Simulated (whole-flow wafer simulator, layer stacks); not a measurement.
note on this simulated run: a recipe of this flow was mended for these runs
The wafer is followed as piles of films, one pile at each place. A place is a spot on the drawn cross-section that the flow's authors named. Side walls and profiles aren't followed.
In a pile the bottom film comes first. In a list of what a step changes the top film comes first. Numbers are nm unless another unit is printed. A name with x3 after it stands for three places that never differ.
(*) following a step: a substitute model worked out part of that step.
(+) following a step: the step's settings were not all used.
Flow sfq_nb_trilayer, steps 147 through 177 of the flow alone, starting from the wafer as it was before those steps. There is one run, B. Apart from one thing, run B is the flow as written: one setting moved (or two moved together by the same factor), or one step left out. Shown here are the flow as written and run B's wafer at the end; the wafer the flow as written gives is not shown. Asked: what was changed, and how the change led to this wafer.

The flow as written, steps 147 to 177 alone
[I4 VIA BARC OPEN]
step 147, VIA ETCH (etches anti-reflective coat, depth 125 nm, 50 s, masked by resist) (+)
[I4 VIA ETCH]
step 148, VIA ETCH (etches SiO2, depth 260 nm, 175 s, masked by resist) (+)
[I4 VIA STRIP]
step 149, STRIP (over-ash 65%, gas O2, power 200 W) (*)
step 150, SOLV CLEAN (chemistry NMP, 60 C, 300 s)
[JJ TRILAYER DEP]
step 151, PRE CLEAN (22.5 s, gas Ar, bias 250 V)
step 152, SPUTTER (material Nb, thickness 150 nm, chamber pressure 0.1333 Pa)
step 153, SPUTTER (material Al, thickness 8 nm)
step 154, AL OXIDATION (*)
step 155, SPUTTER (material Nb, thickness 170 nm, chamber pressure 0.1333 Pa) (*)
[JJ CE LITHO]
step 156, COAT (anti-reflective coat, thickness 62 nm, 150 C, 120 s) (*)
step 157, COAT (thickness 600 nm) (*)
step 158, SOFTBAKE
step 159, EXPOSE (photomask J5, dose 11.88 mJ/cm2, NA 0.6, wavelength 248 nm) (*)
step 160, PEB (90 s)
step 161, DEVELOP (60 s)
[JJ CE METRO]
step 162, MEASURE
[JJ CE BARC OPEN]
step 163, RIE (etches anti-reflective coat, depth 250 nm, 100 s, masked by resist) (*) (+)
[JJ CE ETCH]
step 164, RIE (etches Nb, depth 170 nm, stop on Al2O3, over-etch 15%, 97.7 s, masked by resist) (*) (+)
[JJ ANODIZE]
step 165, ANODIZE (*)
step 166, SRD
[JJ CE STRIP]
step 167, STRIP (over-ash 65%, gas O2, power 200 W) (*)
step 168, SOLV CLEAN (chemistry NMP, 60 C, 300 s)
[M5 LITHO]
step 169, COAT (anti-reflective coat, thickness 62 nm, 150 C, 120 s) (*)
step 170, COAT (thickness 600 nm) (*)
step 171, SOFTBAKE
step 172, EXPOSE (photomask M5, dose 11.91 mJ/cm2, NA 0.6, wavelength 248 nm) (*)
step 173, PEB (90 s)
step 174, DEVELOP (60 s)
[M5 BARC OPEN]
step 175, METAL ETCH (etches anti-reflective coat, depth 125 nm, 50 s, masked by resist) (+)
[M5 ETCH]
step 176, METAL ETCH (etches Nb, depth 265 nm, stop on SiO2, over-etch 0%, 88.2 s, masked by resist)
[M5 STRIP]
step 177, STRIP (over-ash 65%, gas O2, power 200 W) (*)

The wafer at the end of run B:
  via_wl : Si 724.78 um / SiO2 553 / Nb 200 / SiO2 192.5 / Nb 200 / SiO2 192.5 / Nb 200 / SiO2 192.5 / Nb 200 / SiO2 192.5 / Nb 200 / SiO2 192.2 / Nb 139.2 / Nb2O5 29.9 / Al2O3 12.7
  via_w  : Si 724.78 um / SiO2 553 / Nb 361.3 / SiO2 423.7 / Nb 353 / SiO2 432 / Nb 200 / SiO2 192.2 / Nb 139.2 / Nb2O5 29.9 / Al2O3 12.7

The reason: step 148, VIA ETCH: etches SiO2, depth 260 nm, 175 s, masked by resist (+), was skipped.

Step by step, how the change led to this:
  step 149, STRIP (over-ash 65%, gas O2, power 200 W) (*)
      field_l, v_sur, via_sp and 100 more: KrF-resist-other-grade loses 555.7 (all of it), anti-reflective coat loses 62 (all of it) (as written it would have been: KrF-resist-other-grade loses 510.8 (all of it), anti-reflective coat loses 62 (all of it))
  step 151, PRE CLEAN (22.5 s, gas Ar, bias 250 V)
      via_wl, via_w, via_wr: SiO2 loses 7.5 (as written it would have been: Nb loses 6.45)
  step 152, SPUTTER (material Nb, thickness 150 nm, chamber pressure 0.1333 Pa)
      via_wl, via_w, via_wr: Nb gains 150 (new film) (as written it would have been: Nb gains 129.8)
  step 153, SPUTTER (material Al, thickness 8 nm)
      via_wl, via_wr: Al gains 8 (new film) (as written it would have been: Al gains 5.13 (new film))
      via_w: Al gains 8 (new film) (as written it would have been: Al gains 7.09 (new film))
  step 155, SPUTTER (material Nb, thickness 170 nm, chamber pressure 0.1333 Pa) (*)
      via_wl, via_wr: Nb gains 170 (new film) (as written it would have been: Nb gains 139.9 (new film))
      via_w: Nb gains 170 (new film) (as written it would have been: Nb gains 140.2 (new film))
  step 156, COAT (anti-reflective coat, thickness 62 nm, 150 C, 120 s) (*)
      via_wl, via_wr: anti-reflective coat gains 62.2 (new film) (as written it would have been: anti-reflective coat gains 224.3 (new film))
      v_sur: anti-reflective coat gains 61.9 (new film) (as written it would have been: anti-reflective coat gains 27.8 (new film))
      (and at 4 other places as well)
  step 157, COAT (thickness 600 nm) (*)
      field_l: KrF-resist-other-grade gains 600 (new film) (as written it would have been: KrF-resist-other-grade gains 583.8 (new film))
      via_wl: KrF-resist-other-grade gains 600.1 (new film) (as written it would have been: KrF-resist-other-grade gains 650.9 (new film))
      (and at 3 other places as well)
  step 161, DEVELOP (60 s)
      field_l: KrF-resist-other-grade loses 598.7 (all of it) (as written it would have been: KrF-resist-other-grade loses 582.6 (all of it))
      via_wl: KrF-resist-other-grade loses 598.8 (all of it) (as written it would have been: KrF-resist-other-grade loses 649.5 (all of it))
      (and at 3 other places as well)
  step 163, RIE (etches anti-reflective coat, depth 250 nm, 100 s, masked by resist) (*) (+)
      via_wl, via_wr: anti-reflective coat loses 62.2 (all of it) (as written it would have been: anti-reflective coat loses 224.3 (all of it))
      v_sur: anti-reflective coat loses 61.9 (all of it) (as written it would have been: anti-reflective coat loses 27.8 (all of it))
      (and at 4 other places as well)
  step 164, RIE (etches Nb, depth 170 nm, stop on Al2O3, over-etch 15%, 97.7 s, masked by resist) (*) (+)
      via_wl, via_wr: Nb loses 170 (all of it), Al2O3 loses 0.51 (as written it would have been: Nb loses 139.9 (all of it), Al2O3 loses 0.96 (all of it))
      via_w: Nb loses 170 (all of it), Al2O3 loses 0.51 (as written it would have been: Nb loses 140.2 (all of it), Al2O3 loses 0.96 (all of it))
  step 165, ANODIZE (*)
      via_wl, via_wr: Al2O3 gains 12.2, Nb2O5 gains 29.9 (new film), Al loses 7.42 (all of it), Nb loses 10.8 (as written it would have been: Al2O3 gains 7.51 (new film), Nb2O5 gains 39.2 (new film), Al loses 4.55 (all of it), Nb loses 14.1)
      via_w: Al2O3 gains 12.2, Nb2O5 gains 29.9 (new film), Al loses 7.42 (all of it), Nb loses 10.8 (as written it would have been: Al2O3 gains 10.7 (new film), Nb2O5 gains 33.4 (new film), Al loses 6.51 (all of it), Nb loses 12)
  step 169, COAT (anti-reflective coat, thickness 62 nm, 150 C, 120 s) (*)
      via_wl, via_wr: anti-reflective coat gains 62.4 (new film) (as written it would have been: anti-reflective coat gains 184 (new film))
      v_sur: anti-reflective coat gains 62.1 (new film) (as written it would have been: anti-reflective coat gains 26.6 (new film))
      (and at 6 other places as well)
  step 170, COAT (thickness 600 nm) (*)
      field_l: KrF-resist-other-grade gains 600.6 (new film) (as written it would have been: KrF-resist-other-grade gains 578.5 (new film))
      via_wl: KrF-resist-other-grade gains 600.8 (new film) (as written it would have been: KrF-resist-other-grade gains 645 (new film))
      (and at 4 other places as well)
  step 174, DEVELOP (60 s)
      field_l: KrF-resist-other-grade loses 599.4 (all of it) (as written it would have been: KrF-resist-other-grade loses 577.3 (all of it))
  step 177, STRIP (over-ash 65%, gas O2, power 200 W) (*)
      v_sur: KrF-resist-other-grade loses 374 (all of it), anti-reflective coat loses 62.1 (all of it) (as written it would have been: KrF-resist-other-grade loses 366.5 (all of it), anti-reflective coat loses 26.6 (all of it))
      via_wl: KrF-resist-other-grade loses 374.1 (all of it), anti-reflective coat loses 62.4 (all of it) (as written it would have been: KrF-resist-other-grade loses 418.2 (all of it), anti-reflective coat loses 184 (all of it))
      (and at 7 other places as well)
If metal films that touch count as one body, via_wl has 6 bodies (between them, from the top down: SiO2 192.2; SiO2 192.5; SiO2 192.5; SiO2 192.5; SiO2 192.5); the flow as written gives 5 bodies (between them, from the top down: SiO2 192.5; SiO2 192.5; SiO2 192.5; SiO2 192.5).
If metal films that touch count as one body, via_w has 4 bodies (between them, from the top down: SiO2 192.2; SiO2 432; SiO2 423.7); the flow as written gives 3 bodies (between them, from the top down: SiO2 432; SiO2 423.7).
